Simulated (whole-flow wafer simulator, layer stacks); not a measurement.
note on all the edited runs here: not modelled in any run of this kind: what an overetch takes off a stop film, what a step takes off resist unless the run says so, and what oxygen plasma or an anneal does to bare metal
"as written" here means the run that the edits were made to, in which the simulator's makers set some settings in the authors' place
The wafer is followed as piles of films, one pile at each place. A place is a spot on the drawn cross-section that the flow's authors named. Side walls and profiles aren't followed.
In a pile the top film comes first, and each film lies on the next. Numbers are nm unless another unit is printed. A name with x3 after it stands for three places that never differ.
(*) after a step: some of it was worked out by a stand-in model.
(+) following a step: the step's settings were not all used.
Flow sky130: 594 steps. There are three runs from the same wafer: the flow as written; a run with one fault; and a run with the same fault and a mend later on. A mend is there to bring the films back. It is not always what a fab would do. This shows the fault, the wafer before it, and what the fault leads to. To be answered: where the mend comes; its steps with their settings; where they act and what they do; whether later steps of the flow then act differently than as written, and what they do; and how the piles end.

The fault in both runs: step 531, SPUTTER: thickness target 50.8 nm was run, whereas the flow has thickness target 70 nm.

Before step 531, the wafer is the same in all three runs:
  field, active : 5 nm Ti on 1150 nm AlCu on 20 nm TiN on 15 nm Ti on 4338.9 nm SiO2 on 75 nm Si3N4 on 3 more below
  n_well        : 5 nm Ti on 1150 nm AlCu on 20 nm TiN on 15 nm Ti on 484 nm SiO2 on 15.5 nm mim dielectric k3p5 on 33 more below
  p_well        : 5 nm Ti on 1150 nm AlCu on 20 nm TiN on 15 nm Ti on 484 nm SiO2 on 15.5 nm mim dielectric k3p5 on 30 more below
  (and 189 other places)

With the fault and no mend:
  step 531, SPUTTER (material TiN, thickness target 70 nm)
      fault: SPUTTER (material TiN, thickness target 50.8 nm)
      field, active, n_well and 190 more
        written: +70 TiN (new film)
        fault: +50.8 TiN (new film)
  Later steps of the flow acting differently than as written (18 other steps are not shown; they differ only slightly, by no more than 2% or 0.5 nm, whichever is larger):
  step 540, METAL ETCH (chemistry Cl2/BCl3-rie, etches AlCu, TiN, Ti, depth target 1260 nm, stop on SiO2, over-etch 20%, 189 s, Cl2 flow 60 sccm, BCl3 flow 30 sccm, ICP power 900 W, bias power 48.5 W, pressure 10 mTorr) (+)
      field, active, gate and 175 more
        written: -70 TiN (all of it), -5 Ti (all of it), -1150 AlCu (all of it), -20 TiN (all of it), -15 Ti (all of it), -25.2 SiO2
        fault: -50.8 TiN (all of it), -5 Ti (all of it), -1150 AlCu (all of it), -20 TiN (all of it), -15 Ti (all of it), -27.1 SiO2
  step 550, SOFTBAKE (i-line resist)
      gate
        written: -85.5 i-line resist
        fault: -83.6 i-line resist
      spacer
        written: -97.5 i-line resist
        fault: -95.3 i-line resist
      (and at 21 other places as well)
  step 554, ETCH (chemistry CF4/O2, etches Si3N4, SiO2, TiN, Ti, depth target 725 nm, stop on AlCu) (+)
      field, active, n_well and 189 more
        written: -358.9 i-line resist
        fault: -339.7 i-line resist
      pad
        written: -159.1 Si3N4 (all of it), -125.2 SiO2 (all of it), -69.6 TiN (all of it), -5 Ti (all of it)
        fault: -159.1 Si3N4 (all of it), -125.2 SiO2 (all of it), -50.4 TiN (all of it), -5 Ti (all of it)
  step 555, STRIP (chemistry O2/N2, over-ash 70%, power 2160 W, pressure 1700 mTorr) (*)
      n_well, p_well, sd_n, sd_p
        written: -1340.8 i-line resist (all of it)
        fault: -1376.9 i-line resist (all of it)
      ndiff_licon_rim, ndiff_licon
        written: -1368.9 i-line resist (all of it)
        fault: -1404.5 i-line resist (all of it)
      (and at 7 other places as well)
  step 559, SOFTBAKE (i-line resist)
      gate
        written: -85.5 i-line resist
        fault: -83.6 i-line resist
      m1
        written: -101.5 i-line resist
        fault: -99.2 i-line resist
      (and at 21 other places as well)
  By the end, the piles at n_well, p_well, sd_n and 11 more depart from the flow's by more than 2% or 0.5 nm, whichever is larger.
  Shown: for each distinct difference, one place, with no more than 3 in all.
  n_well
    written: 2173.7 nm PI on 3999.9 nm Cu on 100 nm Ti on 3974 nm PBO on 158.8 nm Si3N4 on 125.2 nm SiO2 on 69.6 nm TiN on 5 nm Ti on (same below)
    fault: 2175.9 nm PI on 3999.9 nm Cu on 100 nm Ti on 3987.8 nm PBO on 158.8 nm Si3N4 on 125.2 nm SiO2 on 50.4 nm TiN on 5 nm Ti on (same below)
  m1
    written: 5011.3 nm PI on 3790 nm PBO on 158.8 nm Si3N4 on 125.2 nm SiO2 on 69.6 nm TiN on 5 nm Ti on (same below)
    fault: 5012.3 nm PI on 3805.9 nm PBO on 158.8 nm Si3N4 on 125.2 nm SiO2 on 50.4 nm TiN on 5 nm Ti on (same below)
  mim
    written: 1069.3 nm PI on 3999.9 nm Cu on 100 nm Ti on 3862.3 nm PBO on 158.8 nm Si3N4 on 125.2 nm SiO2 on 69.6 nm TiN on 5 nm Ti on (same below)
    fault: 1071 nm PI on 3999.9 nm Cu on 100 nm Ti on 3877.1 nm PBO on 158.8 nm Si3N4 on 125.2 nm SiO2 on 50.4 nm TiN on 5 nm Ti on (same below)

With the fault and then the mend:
  The mend stands after step 531.
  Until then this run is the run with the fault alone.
  step 531a, SPUTTER (material TiN, thickness target 19.2 nm) (a further turn of the flow's step 531, with different settings)
      field, active, n_well and 190 more
        +19.2 TiN
  Every later step of the flow that is run acts as written at every place that is followed.
  The piles end the same as the flow's at every place that both follow.
